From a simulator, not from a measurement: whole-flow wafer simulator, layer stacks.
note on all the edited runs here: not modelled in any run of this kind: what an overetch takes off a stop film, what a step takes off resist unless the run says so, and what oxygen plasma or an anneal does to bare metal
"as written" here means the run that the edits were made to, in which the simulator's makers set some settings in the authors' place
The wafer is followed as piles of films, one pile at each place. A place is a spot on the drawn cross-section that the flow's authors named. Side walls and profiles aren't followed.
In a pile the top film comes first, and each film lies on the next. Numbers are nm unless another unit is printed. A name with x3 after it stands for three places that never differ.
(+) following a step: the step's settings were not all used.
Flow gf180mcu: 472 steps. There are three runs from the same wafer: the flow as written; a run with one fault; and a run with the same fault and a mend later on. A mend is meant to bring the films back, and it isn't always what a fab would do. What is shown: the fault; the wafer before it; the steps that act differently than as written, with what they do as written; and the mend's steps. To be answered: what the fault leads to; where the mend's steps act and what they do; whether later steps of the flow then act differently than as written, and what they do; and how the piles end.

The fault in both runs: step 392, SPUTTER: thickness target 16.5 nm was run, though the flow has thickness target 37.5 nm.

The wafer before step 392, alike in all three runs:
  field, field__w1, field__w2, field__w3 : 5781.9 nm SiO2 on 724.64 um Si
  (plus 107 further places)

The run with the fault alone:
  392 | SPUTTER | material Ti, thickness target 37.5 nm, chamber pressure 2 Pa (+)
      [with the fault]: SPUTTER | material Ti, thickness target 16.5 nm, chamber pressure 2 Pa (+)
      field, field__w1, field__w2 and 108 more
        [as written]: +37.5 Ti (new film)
        [with the fault]: +16.5 Ti (new film)
  Later steps of the flow acting differently than as written (1 more step, not shown, differs only slightly: by at most 2% or 0.5 nm, whichever is larger):
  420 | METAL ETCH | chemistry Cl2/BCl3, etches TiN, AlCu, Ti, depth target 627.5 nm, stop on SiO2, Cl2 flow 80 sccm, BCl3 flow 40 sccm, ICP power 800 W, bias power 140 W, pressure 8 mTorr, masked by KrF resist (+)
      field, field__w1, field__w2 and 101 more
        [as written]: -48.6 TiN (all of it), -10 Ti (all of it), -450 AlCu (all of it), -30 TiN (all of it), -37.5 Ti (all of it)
        [with the fault]: -48.6 TiN (all of it), -10 Ti (all of it), -450 AlCu (all of it), -30 TiN (all of it), -16.5 Ti (all of it)
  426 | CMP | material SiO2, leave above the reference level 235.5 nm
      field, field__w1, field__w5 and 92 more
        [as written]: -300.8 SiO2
        [with the fault]: -321.8 SiO2
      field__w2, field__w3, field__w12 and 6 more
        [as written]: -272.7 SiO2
        [with the fault]: -294.6 SiO2
  By the end, the piles at field__w4, field__w8, contact, m1, m1__w1, mim, mim_1p0, m1_nw depart from the flow's by more than 2% or 0.5 nm, whichever is larger.
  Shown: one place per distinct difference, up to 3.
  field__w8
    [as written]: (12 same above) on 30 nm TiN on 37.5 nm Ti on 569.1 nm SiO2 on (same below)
    [with the fault]: (12 same above) on 30 nm TiN on 16.5 nm Ti on 569.1 nm SiO2 on (same below)
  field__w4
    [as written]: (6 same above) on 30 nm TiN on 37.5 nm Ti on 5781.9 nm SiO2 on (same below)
    [with the fault]: (6 same above) on 30 nm TiN on 16.5 nm Ti on 5781.9 nm SiO2 on (same below)
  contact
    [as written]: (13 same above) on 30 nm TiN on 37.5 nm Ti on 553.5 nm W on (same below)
    [with the fault]: (13 same above) on 30 nm TiN on 16.5 nm Ti on 553.5 nm W on (same below)

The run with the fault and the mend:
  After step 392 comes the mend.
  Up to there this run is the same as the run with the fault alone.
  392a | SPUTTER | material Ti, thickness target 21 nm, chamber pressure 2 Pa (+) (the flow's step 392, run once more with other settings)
      field, field__w1, field__w2 and 108 more
        +21 Ti
  Every later step of the flow that is run acts as written at every place that is followed.
  At every place that both follow, the piles at the end match the flow's.
